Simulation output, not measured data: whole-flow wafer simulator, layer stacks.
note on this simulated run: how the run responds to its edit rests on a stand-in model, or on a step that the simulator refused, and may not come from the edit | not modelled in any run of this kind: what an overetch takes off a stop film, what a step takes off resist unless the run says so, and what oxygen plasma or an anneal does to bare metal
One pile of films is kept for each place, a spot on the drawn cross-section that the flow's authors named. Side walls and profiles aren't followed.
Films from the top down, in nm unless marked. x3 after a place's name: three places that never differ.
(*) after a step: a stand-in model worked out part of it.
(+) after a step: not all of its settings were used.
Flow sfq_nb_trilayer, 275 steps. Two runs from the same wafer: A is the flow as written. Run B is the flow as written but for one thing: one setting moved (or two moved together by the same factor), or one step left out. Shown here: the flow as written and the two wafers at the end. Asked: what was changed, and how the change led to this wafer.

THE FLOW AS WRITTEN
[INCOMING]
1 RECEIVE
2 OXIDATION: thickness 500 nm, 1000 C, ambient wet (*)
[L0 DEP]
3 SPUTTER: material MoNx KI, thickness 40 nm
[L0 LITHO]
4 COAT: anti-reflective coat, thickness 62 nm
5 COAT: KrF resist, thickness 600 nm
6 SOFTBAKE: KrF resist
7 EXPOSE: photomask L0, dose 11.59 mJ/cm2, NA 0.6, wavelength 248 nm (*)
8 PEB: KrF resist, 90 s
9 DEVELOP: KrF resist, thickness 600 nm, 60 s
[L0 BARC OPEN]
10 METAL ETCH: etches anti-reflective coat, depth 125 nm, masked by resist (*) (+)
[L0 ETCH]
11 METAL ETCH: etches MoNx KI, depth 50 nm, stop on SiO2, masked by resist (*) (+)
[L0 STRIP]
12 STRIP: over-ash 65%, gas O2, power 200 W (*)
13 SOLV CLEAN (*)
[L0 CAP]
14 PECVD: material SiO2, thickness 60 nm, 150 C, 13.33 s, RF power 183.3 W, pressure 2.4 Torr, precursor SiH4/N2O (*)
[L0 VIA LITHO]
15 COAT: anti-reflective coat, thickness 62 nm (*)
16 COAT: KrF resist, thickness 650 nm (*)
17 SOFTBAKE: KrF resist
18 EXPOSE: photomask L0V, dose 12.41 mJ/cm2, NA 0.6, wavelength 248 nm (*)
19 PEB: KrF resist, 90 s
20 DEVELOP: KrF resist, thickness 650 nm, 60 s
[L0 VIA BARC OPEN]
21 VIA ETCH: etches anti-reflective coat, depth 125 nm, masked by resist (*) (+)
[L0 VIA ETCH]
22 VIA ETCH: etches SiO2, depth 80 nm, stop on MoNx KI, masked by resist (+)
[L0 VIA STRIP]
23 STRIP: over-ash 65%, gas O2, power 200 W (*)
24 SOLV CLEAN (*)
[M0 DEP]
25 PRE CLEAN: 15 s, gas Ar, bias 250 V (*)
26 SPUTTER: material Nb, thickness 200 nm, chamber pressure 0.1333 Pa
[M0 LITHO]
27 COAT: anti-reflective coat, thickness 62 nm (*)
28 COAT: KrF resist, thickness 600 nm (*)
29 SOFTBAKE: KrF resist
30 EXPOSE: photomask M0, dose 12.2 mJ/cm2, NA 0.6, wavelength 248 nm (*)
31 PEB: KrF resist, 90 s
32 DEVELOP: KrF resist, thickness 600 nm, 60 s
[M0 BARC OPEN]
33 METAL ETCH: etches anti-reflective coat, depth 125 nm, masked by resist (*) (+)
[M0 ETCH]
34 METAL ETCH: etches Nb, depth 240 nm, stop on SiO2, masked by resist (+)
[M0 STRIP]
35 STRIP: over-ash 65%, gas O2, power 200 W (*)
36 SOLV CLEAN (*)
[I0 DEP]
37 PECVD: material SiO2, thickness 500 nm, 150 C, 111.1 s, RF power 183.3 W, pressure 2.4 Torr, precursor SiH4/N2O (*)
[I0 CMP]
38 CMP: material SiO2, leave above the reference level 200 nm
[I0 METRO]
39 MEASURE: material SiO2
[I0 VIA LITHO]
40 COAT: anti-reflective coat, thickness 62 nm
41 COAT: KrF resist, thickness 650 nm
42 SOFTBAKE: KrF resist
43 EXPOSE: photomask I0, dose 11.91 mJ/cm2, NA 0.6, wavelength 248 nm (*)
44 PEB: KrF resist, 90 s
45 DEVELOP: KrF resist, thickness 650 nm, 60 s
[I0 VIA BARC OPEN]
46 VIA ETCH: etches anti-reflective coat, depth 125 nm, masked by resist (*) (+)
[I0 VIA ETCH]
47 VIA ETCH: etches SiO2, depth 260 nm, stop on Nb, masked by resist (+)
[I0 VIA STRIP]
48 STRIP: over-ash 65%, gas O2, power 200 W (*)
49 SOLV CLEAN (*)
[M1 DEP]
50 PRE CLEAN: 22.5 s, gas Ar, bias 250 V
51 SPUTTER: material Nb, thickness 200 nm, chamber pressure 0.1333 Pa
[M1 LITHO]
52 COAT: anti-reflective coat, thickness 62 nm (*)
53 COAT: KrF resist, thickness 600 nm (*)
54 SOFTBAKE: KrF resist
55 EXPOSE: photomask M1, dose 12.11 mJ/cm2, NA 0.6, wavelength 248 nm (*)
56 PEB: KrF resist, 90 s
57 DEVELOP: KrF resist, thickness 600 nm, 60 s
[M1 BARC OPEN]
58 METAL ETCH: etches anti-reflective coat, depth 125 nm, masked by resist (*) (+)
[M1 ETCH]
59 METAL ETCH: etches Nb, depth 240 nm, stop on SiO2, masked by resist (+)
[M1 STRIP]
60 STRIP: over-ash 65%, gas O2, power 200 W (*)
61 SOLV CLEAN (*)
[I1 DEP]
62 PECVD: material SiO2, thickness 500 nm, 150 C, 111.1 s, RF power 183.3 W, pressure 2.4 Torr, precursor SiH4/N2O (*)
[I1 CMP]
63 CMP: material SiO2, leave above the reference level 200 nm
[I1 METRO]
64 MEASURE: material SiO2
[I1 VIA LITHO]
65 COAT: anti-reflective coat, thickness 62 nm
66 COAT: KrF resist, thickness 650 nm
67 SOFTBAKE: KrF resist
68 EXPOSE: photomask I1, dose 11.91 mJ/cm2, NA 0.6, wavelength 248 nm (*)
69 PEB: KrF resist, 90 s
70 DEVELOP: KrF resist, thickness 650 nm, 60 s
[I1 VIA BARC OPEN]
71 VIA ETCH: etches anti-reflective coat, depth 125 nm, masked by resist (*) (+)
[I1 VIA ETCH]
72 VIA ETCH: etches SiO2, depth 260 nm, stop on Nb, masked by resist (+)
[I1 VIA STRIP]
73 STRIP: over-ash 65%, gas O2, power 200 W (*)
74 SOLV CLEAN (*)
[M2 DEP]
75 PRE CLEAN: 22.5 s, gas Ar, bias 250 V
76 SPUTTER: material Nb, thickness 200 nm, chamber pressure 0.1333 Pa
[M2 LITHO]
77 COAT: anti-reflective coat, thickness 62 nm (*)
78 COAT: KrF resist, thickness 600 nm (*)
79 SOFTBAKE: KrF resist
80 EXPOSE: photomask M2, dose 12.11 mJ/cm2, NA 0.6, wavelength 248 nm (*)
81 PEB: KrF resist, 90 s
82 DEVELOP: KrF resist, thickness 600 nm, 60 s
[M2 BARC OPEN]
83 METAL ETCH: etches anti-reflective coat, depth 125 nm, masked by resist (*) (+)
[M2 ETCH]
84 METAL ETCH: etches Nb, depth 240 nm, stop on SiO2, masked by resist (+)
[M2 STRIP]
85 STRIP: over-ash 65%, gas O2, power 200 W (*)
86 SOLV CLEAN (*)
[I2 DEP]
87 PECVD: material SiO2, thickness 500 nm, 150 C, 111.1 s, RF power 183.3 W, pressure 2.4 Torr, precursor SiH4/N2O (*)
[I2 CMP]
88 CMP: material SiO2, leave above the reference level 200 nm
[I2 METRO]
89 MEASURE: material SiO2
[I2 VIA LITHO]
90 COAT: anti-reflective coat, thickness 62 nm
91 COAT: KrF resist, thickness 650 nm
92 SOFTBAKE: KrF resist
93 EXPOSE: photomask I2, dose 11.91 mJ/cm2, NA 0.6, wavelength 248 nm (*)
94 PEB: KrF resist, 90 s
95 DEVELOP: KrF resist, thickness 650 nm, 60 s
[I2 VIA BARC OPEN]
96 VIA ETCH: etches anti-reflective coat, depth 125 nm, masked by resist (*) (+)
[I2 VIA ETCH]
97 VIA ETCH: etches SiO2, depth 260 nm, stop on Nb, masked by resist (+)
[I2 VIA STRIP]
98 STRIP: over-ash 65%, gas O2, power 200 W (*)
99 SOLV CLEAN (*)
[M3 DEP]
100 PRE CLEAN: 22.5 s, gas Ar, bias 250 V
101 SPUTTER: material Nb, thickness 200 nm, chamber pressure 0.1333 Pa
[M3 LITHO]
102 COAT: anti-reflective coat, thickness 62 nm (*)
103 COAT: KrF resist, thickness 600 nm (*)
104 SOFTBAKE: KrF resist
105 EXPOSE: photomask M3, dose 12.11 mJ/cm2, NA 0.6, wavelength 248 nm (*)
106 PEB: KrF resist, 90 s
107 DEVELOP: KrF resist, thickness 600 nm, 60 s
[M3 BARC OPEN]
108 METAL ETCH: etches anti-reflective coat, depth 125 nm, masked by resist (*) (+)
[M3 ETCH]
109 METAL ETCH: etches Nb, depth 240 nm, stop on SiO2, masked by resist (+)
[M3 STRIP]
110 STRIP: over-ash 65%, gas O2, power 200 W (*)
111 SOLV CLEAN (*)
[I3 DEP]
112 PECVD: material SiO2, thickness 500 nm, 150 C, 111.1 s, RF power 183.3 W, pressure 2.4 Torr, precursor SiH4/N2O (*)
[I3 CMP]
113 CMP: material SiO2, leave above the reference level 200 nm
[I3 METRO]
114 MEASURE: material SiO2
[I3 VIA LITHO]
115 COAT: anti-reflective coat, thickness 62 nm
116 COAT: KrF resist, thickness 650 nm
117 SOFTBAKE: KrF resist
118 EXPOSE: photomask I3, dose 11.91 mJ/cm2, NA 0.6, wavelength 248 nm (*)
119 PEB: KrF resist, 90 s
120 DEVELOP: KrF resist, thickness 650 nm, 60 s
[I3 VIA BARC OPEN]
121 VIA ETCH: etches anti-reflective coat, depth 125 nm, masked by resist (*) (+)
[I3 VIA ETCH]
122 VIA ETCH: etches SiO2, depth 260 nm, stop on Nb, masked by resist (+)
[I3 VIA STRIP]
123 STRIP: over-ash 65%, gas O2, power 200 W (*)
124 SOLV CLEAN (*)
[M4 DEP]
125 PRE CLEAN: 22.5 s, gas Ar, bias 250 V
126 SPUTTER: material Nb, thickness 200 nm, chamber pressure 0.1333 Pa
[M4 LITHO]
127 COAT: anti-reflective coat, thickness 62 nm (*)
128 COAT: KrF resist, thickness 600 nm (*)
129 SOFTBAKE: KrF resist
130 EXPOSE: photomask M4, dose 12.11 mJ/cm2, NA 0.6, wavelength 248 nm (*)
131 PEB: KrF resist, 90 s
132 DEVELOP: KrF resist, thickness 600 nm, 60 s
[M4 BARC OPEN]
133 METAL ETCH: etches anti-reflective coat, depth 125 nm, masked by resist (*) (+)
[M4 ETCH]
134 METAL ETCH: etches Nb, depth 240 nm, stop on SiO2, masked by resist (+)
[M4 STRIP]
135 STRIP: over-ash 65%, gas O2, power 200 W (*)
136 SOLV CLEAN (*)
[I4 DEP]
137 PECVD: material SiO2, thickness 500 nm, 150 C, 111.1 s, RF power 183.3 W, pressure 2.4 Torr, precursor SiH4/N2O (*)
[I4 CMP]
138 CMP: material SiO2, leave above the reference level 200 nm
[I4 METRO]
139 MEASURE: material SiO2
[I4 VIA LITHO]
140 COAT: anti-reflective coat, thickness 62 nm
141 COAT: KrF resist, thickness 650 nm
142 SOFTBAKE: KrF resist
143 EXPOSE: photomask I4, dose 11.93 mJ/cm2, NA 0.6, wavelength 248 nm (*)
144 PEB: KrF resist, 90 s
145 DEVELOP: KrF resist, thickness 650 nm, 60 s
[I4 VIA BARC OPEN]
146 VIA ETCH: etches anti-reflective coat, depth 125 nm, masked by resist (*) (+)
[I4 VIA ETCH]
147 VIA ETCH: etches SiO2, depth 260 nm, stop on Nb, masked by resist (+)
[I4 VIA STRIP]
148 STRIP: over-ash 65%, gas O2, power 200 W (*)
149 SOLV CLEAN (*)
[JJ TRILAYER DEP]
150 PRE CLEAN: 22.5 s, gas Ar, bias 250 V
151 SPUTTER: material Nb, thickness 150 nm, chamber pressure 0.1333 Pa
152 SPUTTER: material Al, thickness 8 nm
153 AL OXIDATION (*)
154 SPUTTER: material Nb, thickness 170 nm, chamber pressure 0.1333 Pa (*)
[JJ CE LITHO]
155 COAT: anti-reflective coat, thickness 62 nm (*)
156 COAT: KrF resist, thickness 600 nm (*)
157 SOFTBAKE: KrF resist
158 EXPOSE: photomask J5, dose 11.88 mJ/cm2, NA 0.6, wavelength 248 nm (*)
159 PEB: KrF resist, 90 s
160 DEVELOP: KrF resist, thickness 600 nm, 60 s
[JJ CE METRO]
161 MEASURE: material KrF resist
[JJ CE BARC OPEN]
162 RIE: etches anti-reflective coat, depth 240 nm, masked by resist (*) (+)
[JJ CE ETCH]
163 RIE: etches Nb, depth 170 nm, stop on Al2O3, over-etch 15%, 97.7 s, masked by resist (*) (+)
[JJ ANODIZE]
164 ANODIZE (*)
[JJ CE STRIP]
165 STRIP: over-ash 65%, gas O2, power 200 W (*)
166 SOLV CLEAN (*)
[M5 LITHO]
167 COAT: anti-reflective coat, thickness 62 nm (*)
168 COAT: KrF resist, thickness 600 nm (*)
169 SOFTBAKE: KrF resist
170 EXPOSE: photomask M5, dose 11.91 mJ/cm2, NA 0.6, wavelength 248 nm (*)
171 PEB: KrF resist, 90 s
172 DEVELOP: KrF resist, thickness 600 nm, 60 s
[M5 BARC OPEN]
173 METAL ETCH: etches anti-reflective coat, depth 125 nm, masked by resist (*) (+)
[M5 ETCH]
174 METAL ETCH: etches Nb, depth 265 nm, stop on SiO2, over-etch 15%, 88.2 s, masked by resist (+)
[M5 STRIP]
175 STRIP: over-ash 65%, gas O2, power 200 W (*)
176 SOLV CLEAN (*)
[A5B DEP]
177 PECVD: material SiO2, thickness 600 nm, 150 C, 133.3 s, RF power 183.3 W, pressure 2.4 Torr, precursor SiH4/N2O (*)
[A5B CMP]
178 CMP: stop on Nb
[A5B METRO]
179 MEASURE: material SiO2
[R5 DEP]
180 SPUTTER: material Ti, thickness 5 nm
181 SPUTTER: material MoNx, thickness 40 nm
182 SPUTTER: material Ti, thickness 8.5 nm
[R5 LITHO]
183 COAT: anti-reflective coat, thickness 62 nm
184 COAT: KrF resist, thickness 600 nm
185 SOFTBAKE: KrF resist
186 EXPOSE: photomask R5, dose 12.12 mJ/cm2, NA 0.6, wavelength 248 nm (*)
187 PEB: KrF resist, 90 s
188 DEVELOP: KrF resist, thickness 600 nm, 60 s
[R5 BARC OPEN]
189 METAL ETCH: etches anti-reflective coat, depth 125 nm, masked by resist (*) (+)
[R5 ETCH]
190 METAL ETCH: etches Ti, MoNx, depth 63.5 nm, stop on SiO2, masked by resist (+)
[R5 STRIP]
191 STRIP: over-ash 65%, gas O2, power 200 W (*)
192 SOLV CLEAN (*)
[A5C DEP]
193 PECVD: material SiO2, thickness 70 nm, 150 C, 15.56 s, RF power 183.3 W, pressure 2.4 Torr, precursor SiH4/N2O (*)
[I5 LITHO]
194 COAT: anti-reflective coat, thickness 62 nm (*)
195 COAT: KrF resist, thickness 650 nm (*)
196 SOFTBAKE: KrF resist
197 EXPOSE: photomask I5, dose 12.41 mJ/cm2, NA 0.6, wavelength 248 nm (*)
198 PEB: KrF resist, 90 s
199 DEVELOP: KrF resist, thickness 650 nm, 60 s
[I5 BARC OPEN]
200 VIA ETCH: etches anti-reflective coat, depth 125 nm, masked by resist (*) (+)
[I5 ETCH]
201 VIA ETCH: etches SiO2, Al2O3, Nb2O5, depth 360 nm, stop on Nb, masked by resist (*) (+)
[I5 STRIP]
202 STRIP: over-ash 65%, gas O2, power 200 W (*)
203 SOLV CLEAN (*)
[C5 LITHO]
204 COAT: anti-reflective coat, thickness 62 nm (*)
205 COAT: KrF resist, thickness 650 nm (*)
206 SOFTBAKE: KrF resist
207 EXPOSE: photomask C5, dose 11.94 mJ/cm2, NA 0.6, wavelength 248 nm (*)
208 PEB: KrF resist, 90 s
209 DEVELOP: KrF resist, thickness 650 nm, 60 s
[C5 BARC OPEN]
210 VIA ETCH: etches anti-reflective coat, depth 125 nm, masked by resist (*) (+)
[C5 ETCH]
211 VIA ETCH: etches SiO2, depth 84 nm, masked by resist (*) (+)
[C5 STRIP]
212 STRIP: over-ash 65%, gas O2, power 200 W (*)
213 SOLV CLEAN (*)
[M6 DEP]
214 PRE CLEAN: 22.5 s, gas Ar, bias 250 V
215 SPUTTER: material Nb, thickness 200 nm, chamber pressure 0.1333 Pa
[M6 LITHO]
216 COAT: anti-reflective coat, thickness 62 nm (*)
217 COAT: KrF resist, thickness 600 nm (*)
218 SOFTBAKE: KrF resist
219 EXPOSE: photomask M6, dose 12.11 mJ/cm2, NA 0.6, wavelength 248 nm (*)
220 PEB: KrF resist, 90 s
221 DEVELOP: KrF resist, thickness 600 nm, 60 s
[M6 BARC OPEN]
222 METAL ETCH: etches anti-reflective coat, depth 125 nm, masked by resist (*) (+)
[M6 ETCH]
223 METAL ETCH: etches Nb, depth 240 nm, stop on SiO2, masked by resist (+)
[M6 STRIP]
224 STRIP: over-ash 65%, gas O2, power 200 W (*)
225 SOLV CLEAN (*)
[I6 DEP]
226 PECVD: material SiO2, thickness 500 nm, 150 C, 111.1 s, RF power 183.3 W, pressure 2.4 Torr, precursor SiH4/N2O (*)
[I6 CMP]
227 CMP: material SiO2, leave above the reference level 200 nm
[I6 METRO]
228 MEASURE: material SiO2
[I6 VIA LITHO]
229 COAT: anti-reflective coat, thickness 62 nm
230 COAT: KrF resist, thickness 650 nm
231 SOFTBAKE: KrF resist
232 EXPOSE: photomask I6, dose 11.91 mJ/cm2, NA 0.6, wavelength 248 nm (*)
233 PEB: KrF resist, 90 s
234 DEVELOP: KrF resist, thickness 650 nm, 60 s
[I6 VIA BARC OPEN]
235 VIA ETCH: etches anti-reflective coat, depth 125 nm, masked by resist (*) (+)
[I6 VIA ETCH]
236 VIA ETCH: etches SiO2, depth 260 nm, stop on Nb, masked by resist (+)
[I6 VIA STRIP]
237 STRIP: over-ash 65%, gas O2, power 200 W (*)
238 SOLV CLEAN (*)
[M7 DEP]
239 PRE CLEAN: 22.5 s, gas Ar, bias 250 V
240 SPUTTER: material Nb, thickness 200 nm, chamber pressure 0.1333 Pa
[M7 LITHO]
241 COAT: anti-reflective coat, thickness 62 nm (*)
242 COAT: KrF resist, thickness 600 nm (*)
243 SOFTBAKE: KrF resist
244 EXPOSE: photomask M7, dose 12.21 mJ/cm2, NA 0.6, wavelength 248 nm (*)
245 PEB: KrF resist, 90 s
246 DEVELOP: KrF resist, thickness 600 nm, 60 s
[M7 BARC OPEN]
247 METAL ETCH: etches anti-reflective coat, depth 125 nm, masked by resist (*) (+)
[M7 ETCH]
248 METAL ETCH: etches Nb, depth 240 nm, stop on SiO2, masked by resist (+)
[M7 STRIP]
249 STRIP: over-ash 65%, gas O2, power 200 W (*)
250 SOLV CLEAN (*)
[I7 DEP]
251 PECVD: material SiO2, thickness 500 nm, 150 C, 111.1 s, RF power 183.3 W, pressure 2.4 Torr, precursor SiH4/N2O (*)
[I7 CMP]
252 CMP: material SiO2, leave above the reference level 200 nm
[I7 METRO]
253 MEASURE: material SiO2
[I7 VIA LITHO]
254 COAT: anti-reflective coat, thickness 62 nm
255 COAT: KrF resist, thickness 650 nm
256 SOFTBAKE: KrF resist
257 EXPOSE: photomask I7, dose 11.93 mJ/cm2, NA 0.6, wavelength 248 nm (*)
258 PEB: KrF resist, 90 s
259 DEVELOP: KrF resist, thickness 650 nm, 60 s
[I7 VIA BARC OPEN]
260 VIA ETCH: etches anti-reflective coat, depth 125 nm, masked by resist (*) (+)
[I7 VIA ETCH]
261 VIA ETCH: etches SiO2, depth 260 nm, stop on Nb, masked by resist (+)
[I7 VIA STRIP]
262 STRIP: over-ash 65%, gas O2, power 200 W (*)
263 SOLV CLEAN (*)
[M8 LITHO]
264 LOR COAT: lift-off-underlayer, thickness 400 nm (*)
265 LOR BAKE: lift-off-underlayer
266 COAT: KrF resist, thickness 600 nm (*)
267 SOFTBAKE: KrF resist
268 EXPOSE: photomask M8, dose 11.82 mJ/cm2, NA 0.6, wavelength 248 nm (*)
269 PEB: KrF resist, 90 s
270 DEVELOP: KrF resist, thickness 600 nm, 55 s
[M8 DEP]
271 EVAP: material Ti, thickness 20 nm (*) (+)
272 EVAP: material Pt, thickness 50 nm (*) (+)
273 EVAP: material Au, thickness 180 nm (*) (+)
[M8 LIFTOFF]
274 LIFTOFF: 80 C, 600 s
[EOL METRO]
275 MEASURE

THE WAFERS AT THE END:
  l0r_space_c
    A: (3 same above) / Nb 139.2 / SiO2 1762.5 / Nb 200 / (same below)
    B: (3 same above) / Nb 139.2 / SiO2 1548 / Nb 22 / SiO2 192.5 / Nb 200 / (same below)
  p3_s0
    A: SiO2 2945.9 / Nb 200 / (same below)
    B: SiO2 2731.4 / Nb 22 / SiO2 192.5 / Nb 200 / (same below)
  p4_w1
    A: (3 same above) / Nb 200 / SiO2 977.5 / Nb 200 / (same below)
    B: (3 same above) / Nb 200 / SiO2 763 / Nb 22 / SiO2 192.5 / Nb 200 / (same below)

The cause: step 58, METAL ETCH: etches anti-reflective coat, depth 125 nm, masked by resist (*) (+), was left out.

How the change led to this, step by step:
  59 METAL ETCH: etches Nb, depth 240 nm, stop on SiO2, masked by resist (+)
      p4_fl, p4_fm, p4_w1 and 58 more: A Nb -200 (all of it) | B anti-reflective coat -62 (all of it), Nb -178
      r_sur, res, r_end and 8 more: A Nb -200 (all of it) | B anti-reflective coat -61.8 (all of it), Nb -178.2
      (and at 10 more places)
  60 STRIP: over-ash 65%, gas O2, power 200 W (*)
      wl_j_sl, wl_jj, wl_j_sr and 13 more: A KrF resist -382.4 (all of it), anti-reflective coat -62 (all of it) | B KrF resist -434 (all of it), anti-reflective coat -62 (all of it)
      v_sur: A KrF resist -365.9 (all of it), anti-reflective coat -61.1 (all of it) | B KrF resist -417.5 (all of it), anti-reflective coat -61.1 (all of it)
      (and at 7 more places)
  62 PECVD: material SiO2, thickness 500 nm, 150 C, 111.1 s, RF power 183.3 W, pressure 2.4 Torr, precursor SiH4/N2O (*)
      field_l, be, be_sur and 72 more: A SiO2 +500 | B SiO2 +500 (new film)
      lsp_m, ln_m6, lsp_r, l0_sur, l0v: A SiO2 +494.9 | B SiO2 +500 (new film)
      (and at 2 more places)
  63 CMP: material SiO2, leave above the reference level 200 nm
      p4_fl, p4_fm, p4_w1 and 56 more: A SiO2 -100 | B SiO2 -122
      jj_sur, ce_l, c5j, ce_r, sp_r, be_r: A SiO2 -100 | B SiO2 -121.7
      (and at 15 more places)
  167 COAT: anti-reflective coat, thickness 62 nm (*)
      jj_sur: A anti-reflective coat +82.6 (new film) | B anti-reflective coat +80.9 (new film)
      ce_l: A anti-reflective coat +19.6 (new film) | B anti-reflective coat +16.5 (new film)
      (and at 1 more place)
  175 STRIP: over-ash 65%, gas O2, power 200 W (*)
      jj_sur: A KrF resist -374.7 (all of it), anti-reflective coat -82.6 (all of it) | B KrF resist -375.9 (all of it), anti-reflective coat -80.9 (all of it)
      ce_l: A KrF resist -299.6 (all of it), anti-reflective coat -19.6 (all of it) | B KrF resist -302.3 (all of it), anti-reflective coat -16.5 (all of it)
      (and at 1 more place)
Counting metal films that touch as one body, l0r_space_c has 3 bodies (between them, from the top down: SiO2 1548; SiO2 192.5); the flow as written gives 2 bodies (between them, from the top down: SiO2 1762.5).
Counting metal films that touch as one body, p3_s0 has 2 bodies (between them, from the top down: SiO2 192.5); the flow as written gives 1 body.
Counting metal films that touch as one body, p4_w1 has 4 bodies (between them, from the top down: SiO2 192.5; SiO2 763; SiO2 192.5); the flow as written gives 3 bodies (between them, from the top down: SiO2 192.5; SiO2 977.5).
